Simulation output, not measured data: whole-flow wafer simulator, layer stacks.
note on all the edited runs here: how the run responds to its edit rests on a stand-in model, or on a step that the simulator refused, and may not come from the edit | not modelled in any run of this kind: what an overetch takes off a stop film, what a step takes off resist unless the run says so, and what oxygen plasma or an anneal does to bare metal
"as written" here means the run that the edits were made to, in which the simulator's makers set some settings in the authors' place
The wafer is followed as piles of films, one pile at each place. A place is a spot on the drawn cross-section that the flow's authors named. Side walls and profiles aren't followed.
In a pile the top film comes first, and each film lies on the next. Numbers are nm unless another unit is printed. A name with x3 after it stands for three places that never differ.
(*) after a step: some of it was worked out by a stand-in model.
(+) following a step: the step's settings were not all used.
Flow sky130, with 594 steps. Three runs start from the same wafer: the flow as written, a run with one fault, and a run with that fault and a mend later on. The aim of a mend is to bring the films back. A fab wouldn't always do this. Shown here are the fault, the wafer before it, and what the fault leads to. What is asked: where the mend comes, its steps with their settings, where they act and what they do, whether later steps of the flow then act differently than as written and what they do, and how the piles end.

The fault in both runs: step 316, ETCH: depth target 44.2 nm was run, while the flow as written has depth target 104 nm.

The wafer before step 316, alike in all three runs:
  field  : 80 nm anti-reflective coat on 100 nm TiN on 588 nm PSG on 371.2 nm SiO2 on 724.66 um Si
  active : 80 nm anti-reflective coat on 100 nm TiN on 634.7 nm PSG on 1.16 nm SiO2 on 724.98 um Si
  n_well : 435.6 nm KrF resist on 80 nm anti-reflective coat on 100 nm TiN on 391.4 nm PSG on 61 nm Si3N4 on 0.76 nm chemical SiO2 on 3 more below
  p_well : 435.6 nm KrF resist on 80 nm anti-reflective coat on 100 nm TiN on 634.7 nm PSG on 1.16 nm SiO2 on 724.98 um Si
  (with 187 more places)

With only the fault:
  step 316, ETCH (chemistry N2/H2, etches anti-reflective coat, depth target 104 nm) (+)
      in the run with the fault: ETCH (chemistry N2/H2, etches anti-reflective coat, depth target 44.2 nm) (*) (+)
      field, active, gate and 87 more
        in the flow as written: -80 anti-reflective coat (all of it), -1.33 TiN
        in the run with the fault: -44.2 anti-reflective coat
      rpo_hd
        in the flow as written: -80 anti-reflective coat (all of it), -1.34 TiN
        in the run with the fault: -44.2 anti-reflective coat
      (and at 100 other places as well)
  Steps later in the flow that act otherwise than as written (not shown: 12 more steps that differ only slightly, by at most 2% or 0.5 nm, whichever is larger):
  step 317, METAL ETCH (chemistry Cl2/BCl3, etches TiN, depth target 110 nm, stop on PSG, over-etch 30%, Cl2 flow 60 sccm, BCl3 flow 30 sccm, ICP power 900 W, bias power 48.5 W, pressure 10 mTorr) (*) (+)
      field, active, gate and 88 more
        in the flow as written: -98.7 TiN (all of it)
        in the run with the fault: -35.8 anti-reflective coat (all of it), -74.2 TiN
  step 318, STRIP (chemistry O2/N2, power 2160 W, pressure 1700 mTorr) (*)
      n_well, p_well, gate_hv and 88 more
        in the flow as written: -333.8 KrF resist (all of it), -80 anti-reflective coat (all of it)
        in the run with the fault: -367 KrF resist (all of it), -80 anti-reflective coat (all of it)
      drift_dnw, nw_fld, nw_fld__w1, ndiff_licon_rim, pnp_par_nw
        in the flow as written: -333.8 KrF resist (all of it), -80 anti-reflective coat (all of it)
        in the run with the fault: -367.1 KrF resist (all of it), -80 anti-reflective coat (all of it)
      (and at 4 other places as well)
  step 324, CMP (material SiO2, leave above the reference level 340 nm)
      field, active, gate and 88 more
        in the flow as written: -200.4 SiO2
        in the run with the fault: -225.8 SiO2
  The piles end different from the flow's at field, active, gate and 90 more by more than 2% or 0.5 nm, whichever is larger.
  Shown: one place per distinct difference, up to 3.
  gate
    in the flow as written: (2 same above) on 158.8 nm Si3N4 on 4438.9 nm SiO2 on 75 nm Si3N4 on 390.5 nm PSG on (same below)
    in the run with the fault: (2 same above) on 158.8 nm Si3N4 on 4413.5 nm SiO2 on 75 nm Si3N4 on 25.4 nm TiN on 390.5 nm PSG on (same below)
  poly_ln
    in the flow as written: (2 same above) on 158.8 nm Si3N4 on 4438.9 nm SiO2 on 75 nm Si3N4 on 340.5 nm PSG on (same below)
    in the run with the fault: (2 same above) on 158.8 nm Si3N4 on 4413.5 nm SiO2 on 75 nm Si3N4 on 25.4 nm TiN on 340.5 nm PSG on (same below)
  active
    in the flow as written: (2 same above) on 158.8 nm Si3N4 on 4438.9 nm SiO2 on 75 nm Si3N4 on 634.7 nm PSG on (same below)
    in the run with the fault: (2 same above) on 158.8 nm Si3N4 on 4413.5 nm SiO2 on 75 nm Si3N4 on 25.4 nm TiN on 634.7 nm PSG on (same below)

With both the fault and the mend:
  After step 316 comes the mend.
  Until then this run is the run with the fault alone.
  step 316a, ETCH (chemistry N2/H2, etches anti-reflective coat, depth target 59.8 nm) (*) (+) (the flow's step 316 again, with other settings)
      n_well, p_well, gate_hv and 97 more
        -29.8 KrF resist
      field, active, gate and 84 more
        -35.8 anti-reflective coat (all of it), -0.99 TiN
      rpo_hd, rpm_encl, rpm_encl_psd, iso_guard_nsd_tip
        -35.8 anti-reflective coat (all of it), -1 TiN
  None of the later steps of the flow differs from how it acts as written, at any place that is followed, by more than 2% or 0.5 nm, whichever is larger.
  At every place that both follow, the piles at the end match the flow's.
